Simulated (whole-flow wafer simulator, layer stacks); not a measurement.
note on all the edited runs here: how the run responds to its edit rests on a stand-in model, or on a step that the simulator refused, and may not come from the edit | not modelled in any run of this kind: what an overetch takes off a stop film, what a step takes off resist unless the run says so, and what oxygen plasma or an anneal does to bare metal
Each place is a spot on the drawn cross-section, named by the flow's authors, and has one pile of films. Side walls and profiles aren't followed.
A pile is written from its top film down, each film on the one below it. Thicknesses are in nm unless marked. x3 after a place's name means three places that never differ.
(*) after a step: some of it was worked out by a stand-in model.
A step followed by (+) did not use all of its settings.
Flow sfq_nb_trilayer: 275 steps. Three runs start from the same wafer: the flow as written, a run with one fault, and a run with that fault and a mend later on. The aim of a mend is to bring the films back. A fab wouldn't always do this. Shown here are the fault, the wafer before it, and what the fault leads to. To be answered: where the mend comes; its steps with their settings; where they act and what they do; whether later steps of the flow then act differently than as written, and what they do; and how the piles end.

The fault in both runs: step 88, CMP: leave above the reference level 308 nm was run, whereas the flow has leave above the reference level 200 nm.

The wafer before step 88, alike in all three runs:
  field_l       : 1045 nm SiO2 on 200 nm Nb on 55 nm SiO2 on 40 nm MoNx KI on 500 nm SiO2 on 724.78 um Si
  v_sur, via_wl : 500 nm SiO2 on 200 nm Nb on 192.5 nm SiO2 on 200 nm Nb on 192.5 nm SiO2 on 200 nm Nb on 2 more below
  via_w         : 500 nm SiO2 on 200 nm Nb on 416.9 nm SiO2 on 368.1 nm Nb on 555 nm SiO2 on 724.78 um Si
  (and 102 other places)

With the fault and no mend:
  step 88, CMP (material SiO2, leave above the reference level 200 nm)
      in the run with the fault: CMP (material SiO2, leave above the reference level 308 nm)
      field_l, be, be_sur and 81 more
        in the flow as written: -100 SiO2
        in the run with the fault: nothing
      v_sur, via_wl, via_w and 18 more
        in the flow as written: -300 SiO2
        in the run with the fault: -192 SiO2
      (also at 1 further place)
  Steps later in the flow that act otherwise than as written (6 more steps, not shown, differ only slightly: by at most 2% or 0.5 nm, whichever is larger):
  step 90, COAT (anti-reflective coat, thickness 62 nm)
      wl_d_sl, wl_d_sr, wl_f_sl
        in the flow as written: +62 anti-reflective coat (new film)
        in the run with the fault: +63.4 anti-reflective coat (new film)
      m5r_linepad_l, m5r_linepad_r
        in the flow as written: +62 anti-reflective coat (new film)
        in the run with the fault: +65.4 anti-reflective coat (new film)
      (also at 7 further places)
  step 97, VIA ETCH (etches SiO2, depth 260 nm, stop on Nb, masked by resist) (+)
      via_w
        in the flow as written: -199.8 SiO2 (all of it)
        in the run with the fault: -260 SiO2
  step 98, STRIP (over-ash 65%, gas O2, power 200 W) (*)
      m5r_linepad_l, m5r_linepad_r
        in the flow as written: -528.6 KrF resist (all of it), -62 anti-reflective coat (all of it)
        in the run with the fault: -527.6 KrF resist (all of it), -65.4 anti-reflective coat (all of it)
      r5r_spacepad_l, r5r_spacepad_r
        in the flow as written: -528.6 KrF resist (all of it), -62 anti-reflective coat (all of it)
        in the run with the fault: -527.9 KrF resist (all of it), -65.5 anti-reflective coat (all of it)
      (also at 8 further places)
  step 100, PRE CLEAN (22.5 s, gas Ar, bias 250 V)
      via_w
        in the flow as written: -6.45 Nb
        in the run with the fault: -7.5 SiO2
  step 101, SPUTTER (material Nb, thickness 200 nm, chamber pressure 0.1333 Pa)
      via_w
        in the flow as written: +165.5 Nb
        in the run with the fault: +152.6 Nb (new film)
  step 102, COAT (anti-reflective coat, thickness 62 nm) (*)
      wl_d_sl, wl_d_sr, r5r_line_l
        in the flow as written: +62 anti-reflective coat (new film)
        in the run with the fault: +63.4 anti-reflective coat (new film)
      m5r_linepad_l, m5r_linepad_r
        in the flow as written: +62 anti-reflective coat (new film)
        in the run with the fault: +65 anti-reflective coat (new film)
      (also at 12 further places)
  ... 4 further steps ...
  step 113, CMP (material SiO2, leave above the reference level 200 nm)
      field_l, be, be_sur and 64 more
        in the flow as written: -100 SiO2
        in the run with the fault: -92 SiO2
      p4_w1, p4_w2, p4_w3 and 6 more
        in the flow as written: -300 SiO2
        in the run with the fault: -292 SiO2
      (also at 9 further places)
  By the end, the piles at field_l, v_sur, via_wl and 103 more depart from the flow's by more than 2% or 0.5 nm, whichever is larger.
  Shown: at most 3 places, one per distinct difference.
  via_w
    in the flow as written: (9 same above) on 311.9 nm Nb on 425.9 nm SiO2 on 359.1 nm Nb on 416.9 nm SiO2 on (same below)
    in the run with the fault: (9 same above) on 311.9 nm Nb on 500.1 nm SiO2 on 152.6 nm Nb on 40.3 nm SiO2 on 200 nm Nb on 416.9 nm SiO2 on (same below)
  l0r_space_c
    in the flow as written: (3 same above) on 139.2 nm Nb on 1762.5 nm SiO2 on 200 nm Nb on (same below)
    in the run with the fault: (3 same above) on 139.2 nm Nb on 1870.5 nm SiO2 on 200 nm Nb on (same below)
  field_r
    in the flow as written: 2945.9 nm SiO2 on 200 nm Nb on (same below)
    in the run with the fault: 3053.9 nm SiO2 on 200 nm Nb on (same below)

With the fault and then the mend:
  The mend follows step 95.
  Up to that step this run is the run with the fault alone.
  step 95a, STRIP (over-ash 65%, gas O2, power 200 W) (*)
      r_sur, res, r_end and 8 more
        -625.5 KrF resist (all of it), -62.1 anti-reflective coat (all of it)
      p4_w1, p3_s2, p3_l3, p3_s3, p3_l4, p3_s4, p3_l5, p3_s5
        -625.4 KrF resist (all of it), -62.1 anti-reflective coat (all of it)
      m0r_line_l, m0r_line_r, r5r_space_c, m6r_line_l, m6r_line_r, m7r_line_l, m7r_line_r
        -626.5 KrF resist (all of it), -62.2 anti-reflective coat (all of it)
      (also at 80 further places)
  step 95b, CMP (material SiO2, leave above the reference level 200 nm) (the flow's step 88, run once more)
      field_l, be, be_sur and 81 more
        -100 SiO2
      v_sur, via_wl, via_w and 19 more
        -108 SiO2
  step 95c, COAT (anti-reflective coat, thickness 62 nm) (the flow's step 90, run once more)
      field_l, v_sur, via_wl and 103 more
        +62 anti-reflective coat (new film)
  step 95d, COAT (KrF resist, thickness 650 nm) (the flow's step 91, run once more)
      field_l, v_sur, via_wl and 103 more
        +650 KrF resist (new film)
  step 95e, SOFTBAKE (KrF resist) (the flow's step 92, run once more)
      does not change any film at any place that is followed
  step 95f, EXPOSE (photomask I2, dose 11.91 mJ/cm2, NA 0.6, wavelength 248 nm) (*) (the flow's step 93, run once more)
      does not change any film at any place that is followed
  step 95g, PEB (KrF resist, 90 s) (the flow's step 94, run once more)
      field_l, v_sur, via_wl and 103 more
        -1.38 KrF resist
  step 95h, DEVELOP (KrF resist, thickness 650 nm, 60 s) (the flow's step 95, run once more)
      field_l, v_sur, via_wl and 102 more
        -23.5 KrF resist
      via_w
        -648.6 KrF resist (all of it)
  Later steps of the flow that are run all act as written at every place that is followed.
  The piles end the same as the flow's at every place that both follow.
